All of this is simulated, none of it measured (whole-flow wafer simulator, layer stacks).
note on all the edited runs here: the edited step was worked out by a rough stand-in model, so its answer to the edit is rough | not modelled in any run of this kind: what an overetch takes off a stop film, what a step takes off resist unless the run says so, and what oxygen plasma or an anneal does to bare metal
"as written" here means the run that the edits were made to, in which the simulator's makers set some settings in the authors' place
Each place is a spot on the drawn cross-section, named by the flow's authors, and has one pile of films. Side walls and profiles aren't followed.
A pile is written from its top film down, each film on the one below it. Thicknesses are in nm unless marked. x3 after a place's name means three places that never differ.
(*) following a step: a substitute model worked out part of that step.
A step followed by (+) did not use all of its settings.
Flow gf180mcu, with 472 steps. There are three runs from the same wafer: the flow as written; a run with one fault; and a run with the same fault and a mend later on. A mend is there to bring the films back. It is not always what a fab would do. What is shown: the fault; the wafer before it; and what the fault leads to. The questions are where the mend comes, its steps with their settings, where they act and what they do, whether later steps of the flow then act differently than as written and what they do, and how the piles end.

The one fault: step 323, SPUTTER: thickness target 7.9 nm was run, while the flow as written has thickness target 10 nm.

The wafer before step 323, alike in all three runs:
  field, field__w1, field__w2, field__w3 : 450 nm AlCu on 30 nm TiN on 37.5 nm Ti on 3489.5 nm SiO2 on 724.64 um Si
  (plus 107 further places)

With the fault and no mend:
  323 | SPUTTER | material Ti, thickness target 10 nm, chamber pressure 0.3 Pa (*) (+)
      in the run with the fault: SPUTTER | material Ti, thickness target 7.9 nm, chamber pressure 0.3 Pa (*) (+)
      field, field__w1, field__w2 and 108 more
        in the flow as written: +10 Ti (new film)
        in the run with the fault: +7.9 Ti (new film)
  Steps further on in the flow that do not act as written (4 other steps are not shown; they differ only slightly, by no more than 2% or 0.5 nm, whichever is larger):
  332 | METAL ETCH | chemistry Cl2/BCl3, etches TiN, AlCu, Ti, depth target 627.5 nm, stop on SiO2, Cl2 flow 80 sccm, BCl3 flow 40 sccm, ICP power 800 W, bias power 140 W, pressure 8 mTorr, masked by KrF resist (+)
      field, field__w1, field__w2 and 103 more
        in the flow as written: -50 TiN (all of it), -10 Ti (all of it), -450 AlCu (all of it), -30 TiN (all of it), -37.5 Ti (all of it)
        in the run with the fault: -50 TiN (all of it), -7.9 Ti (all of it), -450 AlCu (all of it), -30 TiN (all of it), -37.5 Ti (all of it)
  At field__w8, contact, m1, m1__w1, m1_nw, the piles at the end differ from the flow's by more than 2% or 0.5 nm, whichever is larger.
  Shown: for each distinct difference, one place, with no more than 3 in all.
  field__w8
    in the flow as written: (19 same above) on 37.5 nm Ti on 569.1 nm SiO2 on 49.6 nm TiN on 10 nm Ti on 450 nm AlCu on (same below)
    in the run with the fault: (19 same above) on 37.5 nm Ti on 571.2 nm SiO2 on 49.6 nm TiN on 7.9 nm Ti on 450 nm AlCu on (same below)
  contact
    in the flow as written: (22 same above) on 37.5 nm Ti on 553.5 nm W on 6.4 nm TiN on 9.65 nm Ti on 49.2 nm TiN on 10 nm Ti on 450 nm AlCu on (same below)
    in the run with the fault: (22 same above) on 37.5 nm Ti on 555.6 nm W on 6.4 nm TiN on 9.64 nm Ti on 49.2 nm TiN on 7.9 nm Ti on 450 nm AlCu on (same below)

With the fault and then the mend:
  After step 323 comes the mend.
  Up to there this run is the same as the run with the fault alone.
  323a | SPUTTER | material Ti, thickness target 2.1 nm, chamber pressure 0.3 Pa (*) (+) (a further turn of the flow's step 323, with different settings)
      field, field__w1, field__w2 and 108 more
        +2.1 Ti
  Every later step of the flow that is run acts as written at every place that is followed.
  At every place that both follow, the piles at the end match the flow's.
